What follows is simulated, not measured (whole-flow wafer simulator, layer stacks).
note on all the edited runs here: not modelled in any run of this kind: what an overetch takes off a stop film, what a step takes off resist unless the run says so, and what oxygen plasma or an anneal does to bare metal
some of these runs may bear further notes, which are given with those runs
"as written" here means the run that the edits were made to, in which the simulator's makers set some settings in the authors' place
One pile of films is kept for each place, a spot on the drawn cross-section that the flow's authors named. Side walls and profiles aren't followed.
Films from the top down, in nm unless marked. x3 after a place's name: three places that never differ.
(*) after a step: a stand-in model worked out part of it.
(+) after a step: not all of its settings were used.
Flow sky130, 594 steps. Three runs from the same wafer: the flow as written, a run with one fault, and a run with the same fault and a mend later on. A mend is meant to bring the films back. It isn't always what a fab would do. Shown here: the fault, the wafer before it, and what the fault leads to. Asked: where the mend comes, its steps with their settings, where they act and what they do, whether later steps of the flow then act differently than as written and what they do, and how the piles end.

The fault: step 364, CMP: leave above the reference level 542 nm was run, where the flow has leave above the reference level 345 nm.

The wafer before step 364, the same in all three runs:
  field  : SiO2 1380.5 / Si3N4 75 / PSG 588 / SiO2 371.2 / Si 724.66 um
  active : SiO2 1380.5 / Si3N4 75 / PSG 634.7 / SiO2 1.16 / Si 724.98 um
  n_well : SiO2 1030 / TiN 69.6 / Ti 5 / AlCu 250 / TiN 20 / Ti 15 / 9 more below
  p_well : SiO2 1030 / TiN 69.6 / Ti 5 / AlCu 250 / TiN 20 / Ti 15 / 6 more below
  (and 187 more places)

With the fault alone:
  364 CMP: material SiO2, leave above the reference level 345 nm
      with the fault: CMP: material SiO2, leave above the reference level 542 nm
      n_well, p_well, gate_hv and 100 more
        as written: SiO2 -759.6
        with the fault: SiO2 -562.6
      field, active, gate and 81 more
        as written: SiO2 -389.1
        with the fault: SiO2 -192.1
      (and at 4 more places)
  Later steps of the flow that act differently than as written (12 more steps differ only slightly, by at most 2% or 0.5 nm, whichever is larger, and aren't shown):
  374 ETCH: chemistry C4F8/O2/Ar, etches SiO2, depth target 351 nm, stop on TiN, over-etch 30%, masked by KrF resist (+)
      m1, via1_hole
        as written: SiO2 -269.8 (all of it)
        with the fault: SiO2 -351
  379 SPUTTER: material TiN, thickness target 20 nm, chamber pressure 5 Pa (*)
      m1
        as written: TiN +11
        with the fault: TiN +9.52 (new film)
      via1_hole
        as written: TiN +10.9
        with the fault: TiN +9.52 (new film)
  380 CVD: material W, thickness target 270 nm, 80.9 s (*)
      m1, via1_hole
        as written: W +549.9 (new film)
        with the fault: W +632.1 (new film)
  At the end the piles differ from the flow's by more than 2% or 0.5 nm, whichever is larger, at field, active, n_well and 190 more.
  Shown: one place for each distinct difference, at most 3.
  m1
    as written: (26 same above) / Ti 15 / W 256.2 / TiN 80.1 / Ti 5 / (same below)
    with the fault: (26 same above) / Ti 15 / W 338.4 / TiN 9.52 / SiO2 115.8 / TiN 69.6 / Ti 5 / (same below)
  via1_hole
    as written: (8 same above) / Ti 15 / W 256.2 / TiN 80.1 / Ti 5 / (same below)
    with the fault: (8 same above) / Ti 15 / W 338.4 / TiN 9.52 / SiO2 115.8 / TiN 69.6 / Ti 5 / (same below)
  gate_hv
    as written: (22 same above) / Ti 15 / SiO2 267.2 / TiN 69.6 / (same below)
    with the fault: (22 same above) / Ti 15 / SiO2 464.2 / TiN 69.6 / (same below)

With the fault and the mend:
  The mend comes after step 364.
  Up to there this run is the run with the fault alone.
  364a CMP: material SiO2, leave above the reference level 345 nm (the flow's step 364 once more)
      field, active, n_well and 188 more
        SiO2 -197
  No later step of the flow acts differently than as written at any place that is followed.
  At the end the piles are the same as the flow's at every place that both follow.
